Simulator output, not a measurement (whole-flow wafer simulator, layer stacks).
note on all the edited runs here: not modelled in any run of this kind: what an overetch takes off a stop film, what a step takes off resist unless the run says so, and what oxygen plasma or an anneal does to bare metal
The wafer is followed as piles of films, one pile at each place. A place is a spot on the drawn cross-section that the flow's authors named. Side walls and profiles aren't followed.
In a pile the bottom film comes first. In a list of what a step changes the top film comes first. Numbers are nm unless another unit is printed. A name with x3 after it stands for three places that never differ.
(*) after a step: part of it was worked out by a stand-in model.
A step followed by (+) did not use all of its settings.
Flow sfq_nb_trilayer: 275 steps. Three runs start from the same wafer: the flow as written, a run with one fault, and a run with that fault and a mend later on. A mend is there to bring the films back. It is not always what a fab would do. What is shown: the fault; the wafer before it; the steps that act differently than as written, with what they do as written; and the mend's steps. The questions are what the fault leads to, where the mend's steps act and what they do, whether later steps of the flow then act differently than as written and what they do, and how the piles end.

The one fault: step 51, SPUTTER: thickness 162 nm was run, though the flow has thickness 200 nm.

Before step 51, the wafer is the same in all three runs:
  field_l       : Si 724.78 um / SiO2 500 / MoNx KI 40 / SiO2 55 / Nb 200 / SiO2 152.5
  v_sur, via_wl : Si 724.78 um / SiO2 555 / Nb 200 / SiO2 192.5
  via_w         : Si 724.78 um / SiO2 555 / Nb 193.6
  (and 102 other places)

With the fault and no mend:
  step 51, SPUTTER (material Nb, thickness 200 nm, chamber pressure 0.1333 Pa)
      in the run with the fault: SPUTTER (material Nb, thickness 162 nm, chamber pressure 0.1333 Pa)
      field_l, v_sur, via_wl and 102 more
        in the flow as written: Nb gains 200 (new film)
        in the run with the fault: Nb gains 162 (new film)
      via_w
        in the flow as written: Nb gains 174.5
        in the run with the fault: Nb gains 141.9
  Later steps of the flow acting differently than as written (2 other steps are not shown; they differ only slightly, by no more than 2% or 0.5 nm, whichever is larger):
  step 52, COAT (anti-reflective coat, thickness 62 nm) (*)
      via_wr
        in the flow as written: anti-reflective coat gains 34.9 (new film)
        in the run with the fault: anti-reflective coat gains 33.7 (new film)
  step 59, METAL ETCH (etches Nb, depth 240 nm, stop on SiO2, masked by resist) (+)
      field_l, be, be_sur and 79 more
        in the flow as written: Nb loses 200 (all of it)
        in the run with the fault: Nb loses 162 (all of it)
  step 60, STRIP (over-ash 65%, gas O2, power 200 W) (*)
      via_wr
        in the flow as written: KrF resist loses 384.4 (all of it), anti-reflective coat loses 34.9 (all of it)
        in the run with the fault: KrF resist loses 385.9 (all of it), anti-reflective coat loses 33.7 (all of it)
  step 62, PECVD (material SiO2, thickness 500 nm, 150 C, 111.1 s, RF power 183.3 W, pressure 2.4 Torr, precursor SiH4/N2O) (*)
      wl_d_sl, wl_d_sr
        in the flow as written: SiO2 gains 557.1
        in the run with the fault: SiO2 gains 519.1
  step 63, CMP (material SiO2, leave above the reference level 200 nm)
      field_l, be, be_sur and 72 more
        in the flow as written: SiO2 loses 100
        in the run with the fault: SiO2 loses 138
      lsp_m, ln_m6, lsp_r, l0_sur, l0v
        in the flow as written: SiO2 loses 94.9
        in the run with the fault: SiO2 loses 138
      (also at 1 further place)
  By the end, the piles at v_sur, via_wl, via_w and 75 more depart from the flow's by more than 2% or 0.5 nm, whichever is larger.
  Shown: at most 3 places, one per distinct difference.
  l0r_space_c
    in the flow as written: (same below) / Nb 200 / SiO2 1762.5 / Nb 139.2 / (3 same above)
    in the run with the fault: (same below) / Nb 200 / SiO2 1724.5 / Nb 139.2 / (3 same above)
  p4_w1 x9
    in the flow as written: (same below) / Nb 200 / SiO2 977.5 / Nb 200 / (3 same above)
    in the run with the fault: (same below) / Nb 200 / SiO2 939.5 / Nb 200 / (3 same above)
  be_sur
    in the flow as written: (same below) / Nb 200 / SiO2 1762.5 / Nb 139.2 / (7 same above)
    in the run with the fault: (same below) / Nb 200 / SiO2 1724.5 / Nb 139.2 / (7 same above)

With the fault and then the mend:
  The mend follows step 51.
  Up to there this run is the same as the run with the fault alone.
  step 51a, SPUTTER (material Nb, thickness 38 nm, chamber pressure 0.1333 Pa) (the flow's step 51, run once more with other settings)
      field_l, v_sur, via_wl and 102 more
        Nb gains 38
      via_w
        Nb gains 29.5
  Every later step of the flow that is run acts as written, at every place that is followed, to within 2% or 0.5 nm, whichever is larger.
  When the end is reached, the piles differ only a little from the flow's at the places that both follow, at most by 2% or 0.5 nm, whichever is larger.
